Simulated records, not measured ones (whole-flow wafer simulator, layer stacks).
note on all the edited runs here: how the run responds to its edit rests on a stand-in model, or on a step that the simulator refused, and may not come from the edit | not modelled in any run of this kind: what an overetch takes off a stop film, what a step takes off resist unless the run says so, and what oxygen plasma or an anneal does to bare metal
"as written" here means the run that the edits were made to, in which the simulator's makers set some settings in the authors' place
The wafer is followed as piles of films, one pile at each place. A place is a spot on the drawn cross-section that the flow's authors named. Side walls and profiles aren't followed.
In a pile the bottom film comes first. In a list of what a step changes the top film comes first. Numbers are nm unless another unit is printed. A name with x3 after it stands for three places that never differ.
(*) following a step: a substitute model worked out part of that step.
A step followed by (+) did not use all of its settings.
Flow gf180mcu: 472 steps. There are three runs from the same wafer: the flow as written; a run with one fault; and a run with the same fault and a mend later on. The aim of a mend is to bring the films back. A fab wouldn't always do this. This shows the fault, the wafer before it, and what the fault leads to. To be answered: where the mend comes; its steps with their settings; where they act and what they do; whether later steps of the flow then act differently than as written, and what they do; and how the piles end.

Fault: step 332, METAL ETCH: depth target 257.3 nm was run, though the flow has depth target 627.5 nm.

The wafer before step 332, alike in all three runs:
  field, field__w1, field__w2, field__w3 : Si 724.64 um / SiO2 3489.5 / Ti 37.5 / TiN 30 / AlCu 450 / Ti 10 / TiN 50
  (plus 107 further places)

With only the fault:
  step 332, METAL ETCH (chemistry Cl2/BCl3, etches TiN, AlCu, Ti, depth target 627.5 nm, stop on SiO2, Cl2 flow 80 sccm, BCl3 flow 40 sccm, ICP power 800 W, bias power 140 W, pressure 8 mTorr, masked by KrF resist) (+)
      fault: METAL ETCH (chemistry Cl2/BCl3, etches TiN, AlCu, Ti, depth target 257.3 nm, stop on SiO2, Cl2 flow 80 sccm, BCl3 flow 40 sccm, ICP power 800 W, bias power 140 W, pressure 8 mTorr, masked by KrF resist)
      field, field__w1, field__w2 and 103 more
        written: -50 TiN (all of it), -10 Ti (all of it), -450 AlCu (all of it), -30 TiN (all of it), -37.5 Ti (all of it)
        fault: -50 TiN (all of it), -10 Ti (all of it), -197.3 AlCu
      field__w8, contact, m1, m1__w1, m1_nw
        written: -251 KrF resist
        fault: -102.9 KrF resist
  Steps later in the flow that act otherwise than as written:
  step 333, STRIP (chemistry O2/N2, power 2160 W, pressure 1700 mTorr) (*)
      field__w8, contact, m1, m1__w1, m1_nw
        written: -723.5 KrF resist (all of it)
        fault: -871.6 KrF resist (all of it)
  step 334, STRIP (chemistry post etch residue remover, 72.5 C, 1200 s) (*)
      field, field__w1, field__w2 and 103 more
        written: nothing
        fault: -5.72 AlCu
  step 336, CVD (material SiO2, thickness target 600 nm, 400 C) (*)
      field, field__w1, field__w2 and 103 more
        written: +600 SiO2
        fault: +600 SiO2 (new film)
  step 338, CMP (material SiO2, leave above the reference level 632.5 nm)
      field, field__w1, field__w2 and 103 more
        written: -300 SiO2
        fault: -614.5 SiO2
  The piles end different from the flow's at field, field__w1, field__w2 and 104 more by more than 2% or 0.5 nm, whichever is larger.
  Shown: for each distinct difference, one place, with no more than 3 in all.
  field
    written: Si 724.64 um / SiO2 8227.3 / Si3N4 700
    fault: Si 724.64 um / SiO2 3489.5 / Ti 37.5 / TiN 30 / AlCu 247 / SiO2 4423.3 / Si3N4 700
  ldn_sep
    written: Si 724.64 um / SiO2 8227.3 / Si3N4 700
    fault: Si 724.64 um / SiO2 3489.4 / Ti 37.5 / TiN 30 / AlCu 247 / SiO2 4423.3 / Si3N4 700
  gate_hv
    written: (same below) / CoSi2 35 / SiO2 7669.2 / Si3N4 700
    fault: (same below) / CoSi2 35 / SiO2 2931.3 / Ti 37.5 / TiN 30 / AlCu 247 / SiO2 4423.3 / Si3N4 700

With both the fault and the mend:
  The mend stands after step 334.
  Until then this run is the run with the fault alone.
  step 334a, DEHYDRATE (200 C, 60 s) (a further turn of the flow's step 325)
      leaves every film unchanged at each place that is followed
  step 334b, HMDS (120 C, 60 s) (a further turn of the flow's step 326)
      leaves every film unchanged at each place that is followed
  step 334c, COAT (KrF resist, thickness 1000 nm) (*) (a further turn of the flow's step 327)
      iso_ptap_pw, iso_ntap_nw, iso_nw_fld and 33 more
        +1000 KrF resist (new film)
      field__w5, field__w9, field_sub__w1 and 15 more
        +1001.7 KrF resist (new film)
      field__w6, field_sub, p_well and 9 more
        +1001.8 KrF resist (new film)
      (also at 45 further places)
  step 334d, SOFTBAKE (KrF resist) (a further turn of the flow's step 328)
      leaves every film unchanged at each place that is followed
  step 334e, EXPOSE (photomask Metal3) (a further turn of the flow's step 329)
      leaves every film unchanged at each place that is followed
  step 334f, PEB (KrF resist, 135 C, 90 s) (a further turn of the flow's step 330)
      field__w1, field__w2, field__w3 and 60 more
        -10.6 KrF resist
      iso_ptap_pw, iso_ntap_nw, iso_nw_fld and 33 more
        -10.5 KrF resist
      field__w8, m1
        -7.34 KrF resist
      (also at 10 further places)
  step 334g, DEVELOP (thickness 1000 nm, 60 s) (a further turn of the flow's step 331)
      iso_ptap_pw, iso_ntap_nw, iso_nw_fld and 33 more
        -989.5 KrF resist (all of it)
      field_sub__w2, field_sub__w4, ld_gate_n and 13 more
        -991.1 KrF resist (all of it)
      field__w5, field__w6, field__w9 and 9 more
        -991.2 KrF resist (all of it)
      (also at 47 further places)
  step 334h, METAL ETCH (chemistry Cl2/BCl3, etches TiN, AlCu, Ti, depth target 370.2 nm, stop on SiO2, Cl2 flow 80 sccm, BCl3 flow 40 sccm, ICP power 800 W, bias power 140 W, pressure 8 mTorr, masked by KrF resist) (+) (a further turn of the flow's step 332, with different settings)
      field, field__w1, field__w2 and 103 more
        -247 AlCu (all of it), -30 TiN (all of it), -37.5 Ti (all of it)
      field__w8, contact, m1, m1__w1, m1_nw
        -148.1 KrF resist
  step 334i, STRIP (chemistry O2/N2, power 2160 W, pressure 1700 mTorr) (*) (a further turn of the flow's step 333)
      field__w8
        -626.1 KrF resist (all of it)
      contact
        -624.6 KrF resist (all of it)
      m1
        -625.9 KrF resist (all of it)
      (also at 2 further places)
  step 334j, STRIP (chemistry post etch residue remover, 72.5 C, 1200 s) (*) (a further turn of the flow's step 334)
      field__w8, contact, m1, m1__w1, m1_nw
        -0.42 TiN
  Later steps of the flow that are run all act as written at every place that is followed, up to a difference of at most 2% or 0.5 nm, whichever is larger.
  At the end the piles are close to the flow's at the places that both follow, differing by at most 2% or 0.5 nm, whichever is larger.
